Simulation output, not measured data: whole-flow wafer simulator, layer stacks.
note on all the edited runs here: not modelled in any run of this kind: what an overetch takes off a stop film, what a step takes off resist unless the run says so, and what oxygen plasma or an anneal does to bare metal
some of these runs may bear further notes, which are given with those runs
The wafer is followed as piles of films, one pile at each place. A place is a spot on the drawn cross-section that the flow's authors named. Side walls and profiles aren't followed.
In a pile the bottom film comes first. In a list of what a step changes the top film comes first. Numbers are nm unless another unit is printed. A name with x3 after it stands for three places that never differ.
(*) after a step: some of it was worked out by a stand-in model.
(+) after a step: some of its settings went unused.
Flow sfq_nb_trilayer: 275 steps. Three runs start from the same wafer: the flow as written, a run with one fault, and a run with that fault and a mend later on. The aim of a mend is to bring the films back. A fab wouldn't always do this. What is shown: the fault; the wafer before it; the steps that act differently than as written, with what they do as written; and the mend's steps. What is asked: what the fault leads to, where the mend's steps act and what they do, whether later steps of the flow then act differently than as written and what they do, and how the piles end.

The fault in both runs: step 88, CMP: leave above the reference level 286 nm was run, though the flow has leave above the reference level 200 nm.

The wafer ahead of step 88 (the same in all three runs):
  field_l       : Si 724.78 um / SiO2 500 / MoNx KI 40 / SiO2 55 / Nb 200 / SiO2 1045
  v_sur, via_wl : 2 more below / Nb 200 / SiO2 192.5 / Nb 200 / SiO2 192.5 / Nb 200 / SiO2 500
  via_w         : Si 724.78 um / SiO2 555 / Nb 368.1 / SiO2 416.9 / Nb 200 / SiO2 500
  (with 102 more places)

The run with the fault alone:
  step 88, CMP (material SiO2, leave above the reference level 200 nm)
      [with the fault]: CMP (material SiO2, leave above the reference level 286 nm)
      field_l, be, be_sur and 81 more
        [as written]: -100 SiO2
        [with the fault]: -14 SiO2
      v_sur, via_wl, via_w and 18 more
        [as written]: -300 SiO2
        [with the fault]: -214 SiO2
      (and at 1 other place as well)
  Later steps of the flow acting differently than as written (not shown: 4 more steps that differ only slightly, by at most 2% or 0.5 nm, whichever is larger):
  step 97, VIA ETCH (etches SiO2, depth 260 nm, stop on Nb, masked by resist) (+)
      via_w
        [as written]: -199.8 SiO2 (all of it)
        [with the fault]: -260 SiO2
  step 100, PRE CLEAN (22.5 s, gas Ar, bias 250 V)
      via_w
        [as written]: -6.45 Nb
        [with the fault]: -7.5 SiO2
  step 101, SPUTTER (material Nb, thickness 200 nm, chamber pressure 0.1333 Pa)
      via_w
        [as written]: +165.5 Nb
        [with the fault]: +152.6 Nb (new film)
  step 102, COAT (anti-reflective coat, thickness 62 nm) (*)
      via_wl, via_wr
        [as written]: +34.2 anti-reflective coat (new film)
        [with the fault]: +23 anti-reflective coat (new film)
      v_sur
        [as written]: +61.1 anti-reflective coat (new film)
        [with the fault]: +55.7 anti-reflective coat (new film)
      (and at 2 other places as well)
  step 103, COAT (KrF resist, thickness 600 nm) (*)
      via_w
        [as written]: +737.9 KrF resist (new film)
        [with the fault]: +794 KrF resist (new film)
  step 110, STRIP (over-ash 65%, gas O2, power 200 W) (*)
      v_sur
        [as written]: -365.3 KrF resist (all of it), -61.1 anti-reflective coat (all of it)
        [with the fault]: -362.3 KrF resist (all of it), -55.7 anti-reflective coat (all of it)
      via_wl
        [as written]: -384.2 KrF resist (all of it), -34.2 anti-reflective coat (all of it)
        [with the fault]: -383.9 KrF resist (all of it), -23 anti-reflective coat (all of it)
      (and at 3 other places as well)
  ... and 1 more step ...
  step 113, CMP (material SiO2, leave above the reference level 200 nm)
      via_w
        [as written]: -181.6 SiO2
        [with the fault]: -157.1 SiO2
  The piles end different from the flow's at field_l, v_sur, via_wl and 103 more by more than 2% or 0.5 nm, whichever is larger.
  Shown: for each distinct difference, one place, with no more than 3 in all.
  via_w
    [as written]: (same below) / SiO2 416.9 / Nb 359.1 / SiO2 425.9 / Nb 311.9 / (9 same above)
    [with the fault]: (same below) / SiO2 416.9 / Nb 200 / SiO2 18.3 / Nb 152.6 / SiO2 500.1 / Nb 311.9 / (9 same above)
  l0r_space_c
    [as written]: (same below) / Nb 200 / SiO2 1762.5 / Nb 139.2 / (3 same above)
    [with the fault]: (same below) / Nb 200 / SiO2 1848.5 / Nb 139.2 / (3 same above)
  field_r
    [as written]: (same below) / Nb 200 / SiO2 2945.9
    [with the fault]: (same below) / Nb 200 / SiO2 3031.9

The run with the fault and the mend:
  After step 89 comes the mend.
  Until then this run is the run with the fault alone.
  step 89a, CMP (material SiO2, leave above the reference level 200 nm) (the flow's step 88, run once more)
      field_l, v_sur, via_wl and 103 more
        -86 SiO2
  Every later step of the flow that is run acts as written at every place that is followed.
  The piles end the same as the flow's at every place that both follow.
